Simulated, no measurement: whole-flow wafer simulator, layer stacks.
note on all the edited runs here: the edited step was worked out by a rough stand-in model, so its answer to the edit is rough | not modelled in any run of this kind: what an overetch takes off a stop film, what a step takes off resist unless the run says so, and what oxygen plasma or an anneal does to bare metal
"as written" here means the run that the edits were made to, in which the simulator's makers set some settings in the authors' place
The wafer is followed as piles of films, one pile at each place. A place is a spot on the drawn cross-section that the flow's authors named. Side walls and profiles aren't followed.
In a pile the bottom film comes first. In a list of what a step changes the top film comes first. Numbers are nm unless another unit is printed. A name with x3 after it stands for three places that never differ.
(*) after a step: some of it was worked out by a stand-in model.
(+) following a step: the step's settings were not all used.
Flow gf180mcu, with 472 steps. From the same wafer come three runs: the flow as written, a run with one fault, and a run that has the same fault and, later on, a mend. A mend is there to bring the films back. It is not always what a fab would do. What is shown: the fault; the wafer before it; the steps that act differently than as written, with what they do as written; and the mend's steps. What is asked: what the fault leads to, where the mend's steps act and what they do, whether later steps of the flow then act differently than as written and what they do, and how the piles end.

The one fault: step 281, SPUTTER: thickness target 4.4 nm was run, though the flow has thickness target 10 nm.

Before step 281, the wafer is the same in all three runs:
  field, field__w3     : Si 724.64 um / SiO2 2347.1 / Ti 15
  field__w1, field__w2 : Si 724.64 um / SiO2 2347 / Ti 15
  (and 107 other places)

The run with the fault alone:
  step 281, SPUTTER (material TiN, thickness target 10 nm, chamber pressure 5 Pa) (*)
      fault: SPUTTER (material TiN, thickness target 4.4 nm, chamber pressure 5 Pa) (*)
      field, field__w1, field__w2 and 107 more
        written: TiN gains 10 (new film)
        fault: TiN gains 4.4 (new film)
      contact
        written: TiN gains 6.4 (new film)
        fault: TiN gains 2.82 (new film)
  Later steps of the flow acting differently than as written (1 more step, not shown, differs only slightly: by at most 2% or 0.5 nm, whichever is larger):
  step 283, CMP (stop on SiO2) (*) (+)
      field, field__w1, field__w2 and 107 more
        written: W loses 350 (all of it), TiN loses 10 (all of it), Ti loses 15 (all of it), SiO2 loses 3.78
        fault: W loses 350 (all of it), TiN loses 4.4 (all of it), Ti loses 15 (all of it), SiO2 loses 3.73
  By the end, the piles at contact depart from the flow's by more than 2% or 0.5 nm, whichever is larger.
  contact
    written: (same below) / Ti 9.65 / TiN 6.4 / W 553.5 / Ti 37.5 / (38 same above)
    fault: (same below) / Ti 9.65 / TiN 2.82 / W 557.1 / Ti 37.5 / (38 same above)

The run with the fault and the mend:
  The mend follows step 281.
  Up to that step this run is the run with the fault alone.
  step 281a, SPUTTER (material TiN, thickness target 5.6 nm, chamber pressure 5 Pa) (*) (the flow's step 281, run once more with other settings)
      field, field__w1, field__w2 and 107 more
        TiN gains 5.6
      contact
        TiN gains 3.58
  None of the later steps of the flow acts differently than as written at any place that is followed.
  By the end, the piles equal the flow's at every place that both follow.
